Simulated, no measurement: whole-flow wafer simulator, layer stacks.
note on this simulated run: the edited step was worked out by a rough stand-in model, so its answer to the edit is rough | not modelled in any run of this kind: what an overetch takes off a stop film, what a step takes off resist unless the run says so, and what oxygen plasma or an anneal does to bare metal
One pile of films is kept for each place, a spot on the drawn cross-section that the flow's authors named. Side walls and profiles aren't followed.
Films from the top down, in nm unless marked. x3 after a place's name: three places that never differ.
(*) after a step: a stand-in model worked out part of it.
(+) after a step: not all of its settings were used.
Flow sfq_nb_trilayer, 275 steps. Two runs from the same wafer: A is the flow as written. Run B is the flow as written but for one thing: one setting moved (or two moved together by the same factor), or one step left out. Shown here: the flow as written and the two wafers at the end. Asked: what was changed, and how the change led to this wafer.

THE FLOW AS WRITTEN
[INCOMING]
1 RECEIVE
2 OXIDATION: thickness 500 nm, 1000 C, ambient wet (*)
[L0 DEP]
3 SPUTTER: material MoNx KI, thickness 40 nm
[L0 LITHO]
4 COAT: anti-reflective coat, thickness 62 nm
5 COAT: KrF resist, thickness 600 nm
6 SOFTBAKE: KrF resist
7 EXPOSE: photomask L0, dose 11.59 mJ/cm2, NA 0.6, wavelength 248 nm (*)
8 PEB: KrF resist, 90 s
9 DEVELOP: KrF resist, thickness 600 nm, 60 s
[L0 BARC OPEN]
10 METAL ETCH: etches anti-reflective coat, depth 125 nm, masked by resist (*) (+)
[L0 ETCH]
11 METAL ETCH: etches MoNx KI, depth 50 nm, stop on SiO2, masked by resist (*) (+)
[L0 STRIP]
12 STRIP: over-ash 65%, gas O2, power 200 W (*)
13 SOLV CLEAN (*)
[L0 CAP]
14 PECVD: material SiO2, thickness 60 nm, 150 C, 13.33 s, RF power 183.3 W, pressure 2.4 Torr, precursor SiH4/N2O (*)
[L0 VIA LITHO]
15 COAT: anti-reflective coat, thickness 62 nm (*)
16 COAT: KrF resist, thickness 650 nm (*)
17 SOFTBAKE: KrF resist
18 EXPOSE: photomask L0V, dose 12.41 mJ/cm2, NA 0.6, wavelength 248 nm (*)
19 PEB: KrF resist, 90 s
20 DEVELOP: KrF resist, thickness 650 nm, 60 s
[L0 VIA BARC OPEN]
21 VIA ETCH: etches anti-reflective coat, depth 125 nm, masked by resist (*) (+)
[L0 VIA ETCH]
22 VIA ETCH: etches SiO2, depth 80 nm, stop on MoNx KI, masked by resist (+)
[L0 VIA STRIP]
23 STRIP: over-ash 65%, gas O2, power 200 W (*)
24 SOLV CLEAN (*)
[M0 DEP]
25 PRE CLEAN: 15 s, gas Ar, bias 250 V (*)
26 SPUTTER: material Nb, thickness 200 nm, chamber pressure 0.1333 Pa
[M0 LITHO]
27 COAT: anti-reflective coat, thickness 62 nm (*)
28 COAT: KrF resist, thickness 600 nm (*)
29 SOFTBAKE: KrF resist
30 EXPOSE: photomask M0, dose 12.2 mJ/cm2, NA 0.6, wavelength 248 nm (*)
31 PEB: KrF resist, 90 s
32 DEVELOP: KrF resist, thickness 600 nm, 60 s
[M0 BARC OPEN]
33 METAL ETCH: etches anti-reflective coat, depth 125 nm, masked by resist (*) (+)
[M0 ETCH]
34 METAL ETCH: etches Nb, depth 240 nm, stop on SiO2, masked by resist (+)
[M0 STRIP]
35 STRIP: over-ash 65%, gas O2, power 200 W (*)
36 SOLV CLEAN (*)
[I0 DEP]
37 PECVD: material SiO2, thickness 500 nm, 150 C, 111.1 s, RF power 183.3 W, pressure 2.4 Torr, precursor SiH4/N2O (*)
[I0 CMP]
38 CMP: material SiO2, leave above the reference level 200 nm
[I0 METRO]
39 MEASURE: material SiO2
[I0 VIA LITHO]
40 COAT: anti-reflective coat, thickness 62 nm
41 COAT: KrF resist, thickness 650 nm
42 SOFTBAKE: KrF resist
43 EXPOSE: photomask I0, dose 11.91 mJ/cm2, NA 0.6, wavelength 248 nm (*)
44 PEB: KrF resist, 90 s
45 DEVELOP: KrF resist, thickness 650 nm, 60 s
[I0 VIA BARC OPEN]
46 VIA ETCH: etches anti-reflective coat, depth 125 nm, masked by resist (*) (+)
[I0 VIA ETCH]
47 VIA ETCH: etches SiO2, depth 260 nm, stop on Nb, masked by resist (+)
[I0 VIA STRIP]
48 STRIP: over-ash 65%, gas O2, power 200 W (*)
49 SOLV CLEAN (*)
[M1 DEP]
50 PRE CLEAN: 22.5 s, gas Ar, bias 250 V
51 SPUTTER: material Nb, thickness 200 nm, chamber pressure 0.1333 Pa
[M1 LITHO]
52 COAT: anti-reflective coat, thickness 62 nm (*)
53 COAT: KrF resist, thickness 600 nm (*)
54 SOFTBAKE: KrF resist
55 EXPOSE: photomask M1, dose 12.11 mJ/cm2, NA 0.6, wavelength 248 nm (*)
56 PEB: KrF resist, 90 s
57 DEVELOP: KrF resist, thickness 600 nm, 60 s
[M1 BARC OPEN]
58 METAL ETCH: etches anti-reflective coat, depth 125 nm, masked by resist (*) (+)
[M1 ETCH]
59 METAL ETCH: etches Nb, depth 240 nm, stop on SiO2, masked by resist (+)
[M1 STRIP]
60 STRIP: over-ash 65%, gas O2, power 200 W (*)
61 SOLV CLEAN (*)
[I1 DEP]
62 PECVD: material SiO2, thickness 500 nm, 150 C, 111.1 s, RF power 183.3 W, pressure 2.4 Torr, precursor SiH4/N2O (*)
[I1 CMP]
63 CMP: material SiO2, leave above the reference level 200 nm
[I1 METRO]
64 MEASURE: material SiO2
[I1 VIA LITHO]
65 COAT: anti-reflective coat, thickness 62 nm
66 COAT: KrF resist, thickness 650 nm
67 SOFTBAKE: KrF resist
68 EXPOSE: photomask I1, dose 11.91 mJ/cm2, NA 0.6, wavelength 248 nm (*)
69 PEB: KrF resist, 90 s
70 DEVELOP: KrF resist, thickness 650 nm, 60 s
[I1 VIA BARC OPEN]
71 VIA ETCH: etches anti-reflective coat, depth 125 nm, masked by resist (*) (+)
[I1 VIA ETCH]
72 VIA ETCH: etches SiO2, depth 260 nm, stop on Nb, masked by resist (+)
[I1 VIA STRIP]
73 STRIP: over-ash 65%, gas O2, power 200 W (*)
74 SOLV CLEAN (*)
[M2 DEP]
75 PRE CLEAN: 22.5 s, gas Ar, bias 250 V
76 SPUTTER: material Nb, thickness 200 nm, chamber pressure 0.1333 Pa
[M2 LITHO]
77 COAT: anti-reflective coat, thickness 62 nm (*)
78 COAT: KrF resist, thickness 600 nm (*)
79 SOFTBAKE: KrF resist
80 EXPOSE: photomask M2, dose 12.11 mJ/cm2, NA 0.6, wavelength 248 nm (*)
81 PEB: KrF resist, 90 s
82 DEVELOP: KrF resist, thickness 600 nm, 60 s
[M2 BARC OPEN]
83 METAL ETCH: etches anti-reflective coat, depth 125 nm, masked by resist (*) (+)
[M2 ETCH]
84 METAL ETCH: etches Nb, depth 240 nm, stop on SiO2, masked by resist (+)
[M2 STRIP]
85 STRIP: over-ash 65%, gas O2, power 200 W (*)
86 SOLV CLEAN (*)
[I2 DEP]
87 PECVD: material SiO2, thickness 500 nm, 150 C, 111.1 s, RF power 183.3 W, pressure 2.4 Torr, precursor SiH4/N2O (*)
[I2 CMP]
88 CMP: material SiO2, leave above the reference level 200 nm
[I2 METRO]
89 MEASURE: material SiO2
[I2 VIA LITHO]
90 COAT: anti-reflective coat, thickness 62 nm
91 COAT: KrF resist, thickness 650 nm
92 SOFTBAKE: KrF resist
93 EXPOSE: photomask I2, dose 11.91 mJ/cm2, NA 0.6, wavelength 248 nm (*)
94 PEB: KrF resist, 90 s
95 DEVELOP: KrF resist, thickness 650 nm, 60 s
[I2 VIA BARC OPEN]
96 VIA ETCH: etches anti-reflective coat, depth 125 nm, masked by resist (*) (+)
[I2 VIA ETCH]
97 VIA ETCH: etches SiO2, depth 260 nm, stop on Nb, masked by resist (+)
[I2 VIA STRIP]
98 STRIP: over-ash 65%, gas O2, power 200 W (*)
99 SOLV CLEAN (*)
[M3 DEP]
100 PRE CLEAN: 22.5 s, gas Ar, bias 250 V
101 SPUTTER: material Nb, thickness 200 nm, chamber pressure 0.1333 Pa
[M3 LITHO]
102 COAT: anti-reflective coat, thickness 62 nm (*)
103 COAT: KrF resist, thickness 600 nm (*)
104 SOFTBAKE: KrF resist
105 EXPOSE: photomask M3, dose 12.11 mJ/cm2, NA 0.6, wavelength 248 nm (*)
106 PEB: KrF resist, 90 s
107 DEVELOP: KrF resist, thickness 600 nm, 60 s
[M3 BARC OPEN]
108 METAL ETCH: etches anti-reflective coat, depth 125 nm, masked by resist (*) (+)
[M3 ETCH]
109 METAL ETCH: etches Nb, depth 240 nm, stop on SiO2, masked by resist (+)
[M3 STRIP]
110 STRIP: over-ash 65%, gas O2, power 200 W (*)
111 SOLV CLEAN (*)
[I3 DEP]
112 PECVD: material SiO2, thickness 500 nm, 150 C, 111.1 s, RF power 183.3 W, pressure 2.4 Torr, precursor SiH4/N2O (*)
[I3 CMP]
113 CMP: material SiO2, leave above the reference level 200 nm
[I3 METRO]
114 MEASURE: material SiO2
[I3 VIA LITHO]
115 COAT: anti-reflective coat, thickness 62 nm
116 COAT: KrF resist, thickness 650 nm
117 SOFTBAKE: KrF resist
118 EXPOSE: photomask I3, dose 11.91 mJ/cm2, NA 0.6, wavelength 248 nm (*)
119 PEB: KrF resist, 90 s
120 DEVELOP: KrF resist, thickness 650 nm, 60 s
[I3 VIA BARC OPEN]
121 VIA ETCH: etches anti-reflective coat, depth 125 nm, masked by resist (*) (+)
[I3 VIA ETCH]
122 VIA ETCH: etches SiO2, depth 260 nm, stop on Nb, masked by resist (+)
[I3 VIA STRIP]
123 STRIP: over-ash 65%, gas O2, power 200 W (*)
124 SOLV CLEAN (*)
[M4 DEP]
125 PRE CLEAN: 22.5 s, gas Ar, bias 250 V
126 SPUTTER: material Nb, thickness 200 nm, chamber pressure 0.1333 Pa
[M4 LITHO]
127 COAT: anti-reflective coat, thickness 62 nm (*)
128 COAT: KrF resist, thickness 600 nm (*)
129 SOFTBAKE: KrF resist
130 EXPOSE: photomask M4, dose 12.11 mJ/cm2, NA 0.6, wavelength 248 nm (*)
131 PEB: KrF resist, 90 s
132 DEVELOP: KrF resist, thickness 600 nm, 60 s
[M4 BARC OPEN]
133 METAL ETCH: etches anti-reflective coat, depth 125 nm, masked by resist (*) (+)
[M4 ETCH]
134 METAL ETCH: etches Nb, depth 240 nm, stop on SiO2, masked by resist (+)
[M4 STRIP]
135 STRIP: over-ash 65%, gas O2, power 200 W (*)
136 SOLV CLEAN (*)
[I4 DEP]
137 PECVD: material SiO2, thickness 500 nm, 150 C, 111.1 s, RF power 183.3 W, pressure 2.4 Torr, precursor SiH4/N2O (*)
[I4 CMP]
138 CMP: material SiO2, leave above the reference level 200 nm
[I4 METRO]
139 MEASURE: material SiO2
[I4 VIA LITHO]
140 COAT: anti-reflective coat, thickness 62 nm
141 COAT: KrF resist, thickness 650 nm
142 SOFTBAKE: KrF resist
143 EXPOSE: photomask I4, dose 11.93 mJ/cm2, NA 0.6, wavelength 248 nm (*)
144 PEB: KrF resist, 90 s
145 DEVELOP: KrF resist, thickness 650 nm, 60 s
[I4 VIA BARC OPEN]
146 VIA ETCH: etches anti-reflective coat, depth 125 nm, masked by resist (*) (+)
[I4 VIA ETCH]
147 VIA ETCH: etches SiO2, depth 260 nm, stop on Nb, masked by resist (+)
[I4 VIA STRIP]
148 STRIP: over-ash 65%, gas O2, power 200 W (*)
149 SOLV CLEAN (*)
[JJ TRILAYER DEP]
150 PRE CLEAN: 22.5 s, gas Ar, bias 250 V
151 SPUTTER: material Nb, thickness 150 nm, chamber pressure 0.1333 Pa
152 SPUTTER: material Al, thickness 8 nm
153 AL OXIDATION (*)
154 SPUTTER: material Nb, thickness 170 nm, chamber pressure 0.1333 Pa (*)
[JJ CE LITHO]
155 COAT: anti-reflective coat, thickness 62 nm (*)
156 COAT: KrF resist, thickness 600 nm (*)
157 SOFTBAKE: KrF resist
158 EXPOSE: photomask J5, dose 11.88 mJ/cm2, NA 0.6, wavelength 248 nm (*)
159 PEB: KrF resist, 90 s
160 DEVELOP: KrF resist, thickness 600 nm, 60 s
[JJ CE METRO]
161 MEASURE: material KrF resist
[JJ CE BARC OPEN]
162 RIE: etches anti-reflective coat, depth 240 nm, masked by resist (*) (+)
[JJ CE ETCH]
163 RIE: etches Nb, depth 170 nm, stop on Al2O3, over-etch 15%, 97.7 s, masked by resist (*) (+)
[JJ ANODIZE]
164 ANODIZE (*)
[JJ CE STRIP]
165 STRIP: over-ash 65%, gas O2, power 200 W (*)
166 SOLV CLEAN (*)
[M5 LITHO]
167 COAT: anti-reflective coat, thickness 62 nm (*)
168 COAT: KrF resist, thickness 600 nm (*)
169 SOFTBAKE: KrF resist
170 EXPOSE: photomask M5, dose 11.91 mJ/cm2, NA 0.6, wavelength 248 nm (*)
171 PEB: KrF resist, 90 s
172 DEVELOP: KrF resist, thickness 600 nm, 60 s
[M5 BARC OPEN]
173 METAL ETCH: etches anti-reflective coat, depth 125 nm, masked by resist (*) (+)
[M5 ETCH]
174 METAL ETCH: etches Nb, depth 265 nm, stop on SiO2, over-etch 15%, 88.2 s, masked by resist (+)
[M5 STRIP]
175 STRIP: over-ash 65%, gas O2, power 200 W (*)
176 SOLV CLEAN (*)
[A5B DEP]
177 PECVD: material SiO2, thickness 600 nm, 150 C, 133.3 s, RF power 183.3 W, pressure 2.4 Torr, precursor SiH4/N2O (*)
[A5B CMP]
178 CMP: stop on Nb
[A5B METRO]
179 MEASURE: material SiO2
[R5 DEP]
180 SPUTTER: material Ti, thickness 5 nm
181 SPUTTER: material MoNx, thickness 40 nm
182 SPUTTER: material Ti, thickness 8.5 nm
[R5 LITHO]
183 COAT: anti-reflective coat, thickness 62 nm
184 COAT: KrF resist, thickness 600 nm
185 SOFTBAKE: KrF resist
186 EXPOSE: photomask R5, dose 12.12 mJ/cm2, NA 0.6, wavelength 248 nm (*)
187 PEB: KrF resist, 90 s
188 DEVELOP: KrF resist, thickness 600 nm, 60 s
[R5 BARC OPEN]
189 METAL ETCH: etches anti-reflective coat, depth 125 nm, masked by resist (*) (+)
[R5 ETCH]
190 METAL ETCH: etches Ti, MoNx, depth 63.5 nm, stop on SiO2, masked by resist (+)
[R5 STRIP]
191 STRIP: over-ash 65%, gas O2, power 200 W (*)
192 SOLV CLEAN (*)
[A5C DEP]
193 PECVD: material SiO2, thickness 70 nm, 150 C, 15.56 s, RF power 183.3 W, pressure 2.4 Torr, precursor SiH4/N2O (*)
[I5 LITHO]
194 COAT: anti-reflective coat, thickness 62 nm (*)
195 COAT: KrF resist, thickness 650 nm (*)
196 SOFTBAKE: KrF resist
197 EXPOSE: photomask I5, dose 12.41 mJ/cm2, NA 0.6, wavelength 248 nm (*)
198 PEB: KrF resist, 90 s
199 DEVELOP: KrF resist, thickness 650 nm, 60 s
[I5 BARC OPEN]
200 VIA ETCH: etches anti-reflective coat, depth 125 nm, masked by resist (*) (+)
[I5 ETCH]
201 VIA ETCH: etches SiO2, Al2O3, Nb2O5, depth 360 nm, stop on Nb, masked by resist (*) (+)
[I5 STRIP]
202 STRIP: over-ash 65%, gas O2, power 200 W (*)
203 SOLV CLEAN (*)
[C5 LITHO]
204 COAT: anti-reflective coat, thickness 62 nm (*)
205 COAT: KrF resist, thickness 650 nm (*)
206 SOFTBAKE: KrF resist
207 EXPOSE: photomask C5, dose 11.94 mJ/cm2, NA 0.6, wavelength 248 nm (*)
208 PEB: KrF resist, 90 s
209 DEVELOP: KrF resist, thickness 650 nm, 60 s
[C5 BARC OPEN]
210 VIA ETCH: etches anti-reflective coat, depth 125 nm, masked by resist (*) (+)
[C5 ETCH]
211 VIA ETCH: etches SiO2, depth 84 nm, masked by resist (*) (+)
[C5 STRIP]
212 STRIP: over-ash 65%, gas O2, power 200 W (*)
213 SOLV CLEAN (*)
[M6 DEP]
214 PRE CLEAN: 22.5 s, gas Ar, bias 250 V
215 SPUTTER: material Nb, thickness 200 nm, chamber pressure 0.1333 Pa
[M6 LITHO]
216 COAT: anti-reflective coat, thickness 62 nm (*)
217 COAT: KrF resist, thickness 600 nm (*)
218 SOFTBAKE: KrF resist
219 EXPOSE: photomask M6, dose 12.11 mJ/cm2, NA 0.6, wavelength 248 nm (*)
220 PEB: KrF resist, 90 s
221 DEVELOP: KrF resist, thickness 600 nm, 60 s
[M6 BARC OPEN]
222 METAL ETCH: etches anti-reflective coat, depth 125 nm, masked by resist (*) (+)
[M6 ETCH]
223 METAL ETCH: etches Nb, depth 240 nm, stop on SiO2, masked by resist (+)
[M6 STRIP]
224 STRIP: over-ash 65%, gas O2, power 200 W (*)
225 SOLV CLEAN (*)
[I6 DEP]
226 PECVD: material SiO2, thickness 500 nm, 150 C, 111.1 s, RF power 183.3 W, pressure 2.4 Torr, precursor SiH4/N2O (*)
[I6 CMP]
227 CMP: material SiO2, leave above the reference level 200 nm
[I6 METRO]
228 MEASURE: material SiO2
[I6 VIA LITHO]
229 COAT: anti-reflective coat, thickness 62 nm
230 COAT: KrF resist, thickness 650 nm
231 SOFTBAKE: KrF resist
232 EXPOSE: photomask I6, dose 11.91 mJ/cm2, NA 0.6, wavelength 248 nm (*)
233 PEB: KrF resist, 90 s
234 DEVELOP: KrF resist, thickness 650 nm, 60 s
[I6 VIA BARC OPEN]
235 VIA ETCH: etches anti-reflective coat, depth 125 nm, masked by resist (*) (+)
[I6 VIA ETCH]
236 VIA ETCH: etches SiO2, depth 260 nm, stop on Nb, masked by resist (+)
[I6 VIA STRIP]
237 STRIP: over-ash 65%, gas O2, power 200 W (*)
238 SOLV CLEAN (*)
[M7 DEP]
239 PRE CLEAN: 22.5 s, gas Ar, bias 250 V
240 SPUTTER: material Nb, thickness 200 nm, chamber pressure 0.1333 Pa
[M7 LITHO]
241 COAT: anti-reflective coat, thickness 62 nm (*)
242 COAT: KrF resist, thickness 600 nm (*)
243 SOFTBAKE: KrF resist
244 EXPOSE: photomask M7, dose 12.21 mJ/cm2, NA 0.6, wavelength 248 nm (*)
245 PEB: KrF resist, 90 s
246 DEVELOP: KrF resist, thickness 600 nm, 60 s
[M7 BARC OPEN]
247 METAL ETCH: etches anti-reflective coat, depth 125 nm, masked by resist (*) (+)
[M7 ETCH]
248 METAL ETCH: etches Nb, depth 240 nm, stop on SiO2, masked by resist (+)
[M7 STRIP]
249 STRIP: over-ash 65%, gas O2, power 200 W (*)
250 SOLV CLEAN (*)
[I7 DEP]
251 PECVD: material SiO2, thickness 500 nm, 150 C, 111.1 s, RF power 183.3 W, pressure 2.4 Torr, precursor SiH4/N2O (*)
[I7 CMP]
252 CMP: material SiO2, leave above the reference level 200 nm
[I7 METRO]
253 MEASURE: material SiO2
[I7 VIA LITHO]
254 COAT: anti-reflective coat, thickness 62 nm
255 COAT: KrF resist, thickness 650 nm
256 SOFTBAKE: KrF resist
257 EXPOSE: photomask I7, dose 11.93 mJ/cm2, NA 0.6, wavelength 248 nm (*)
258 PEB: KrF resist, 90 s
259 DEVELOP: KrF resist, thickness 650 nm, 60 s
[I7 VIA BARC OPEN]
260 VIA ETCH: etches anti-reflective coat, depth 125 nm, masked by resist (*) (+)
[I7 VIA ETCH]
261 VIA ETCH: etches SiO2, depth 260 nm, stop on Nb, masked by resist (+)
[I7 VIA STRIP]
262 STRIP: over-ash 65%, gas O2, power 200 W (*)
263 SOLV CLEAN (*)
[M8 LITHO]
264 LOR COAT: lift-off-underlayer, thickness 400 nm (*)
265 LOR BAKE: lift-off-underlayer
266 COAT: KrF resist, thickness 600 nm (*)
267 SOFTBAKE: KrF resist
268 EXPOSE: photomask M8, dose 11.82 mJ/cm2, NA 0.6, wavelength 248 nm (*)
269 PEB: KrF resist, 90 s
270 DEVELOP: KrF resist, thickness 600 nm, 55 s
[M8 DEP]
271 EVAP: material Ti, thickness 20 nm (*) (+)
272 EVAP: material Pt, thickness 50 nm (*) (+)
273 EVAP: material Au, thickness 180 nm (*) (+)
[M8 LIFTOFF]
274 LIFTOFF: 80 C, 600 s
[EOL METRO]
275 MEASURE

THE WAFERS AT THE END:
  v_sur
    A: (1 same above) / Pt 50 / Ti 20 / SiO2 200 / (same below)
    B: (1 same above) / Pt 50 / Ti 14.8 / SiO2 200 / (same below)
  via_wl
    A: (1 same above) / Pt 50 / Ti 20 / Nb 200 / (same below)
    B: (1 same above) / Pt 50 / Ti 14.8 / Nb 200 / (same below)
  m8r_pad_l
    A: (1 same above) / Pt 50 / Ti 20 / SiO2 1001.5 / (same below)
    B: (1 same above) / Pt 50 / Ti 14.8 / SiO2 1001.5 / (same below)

The cause: step 271, EVAP: thickness 14.8 nm was run, where the flow has thickness 20 nm.
It can be read off the wafer: v_sur has Ti 14.8, and step 271 as written asks for 20 nm.

How the change led to this, step by step:
  271 EVAP: material Ti, thickness 20 nm (*) (+)
      field_l, v_sur, via_wl and 103 more: A Ti +20 (new film) | B Ti +14.8 (new film)
  274 LIFTOFF: 80 C, 600 s
      p4_fl, p4_fm, p4_w1 and 71 more: A Au -180 (all of it), Pt -50 (all of it), Ti -20 (all of it), KrF resist -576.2 (all of it), lift-off-underlayer -400 (all of it) | B Au -180 (all of it), Pt -50 (all of it), Ti -14.8 (all of it), KrF resist -576.2 (all of it), lift-off-underlayer -400 (all of it)
      c5j, ce_r: A Au -180 (all of it), Pt -50 (all of it), Ti -20 (all of it), KrF resist -573.3 (all of it), lift-off-underlayer -399.3 (all of it) | B Au -180 (all of it), Pt -50 (all of it), Ti -14.8 (all of it), KrF resist -573.3 (all of it), lift-off-underlayer -399.3 (all of it)
      (and at 19 more places)
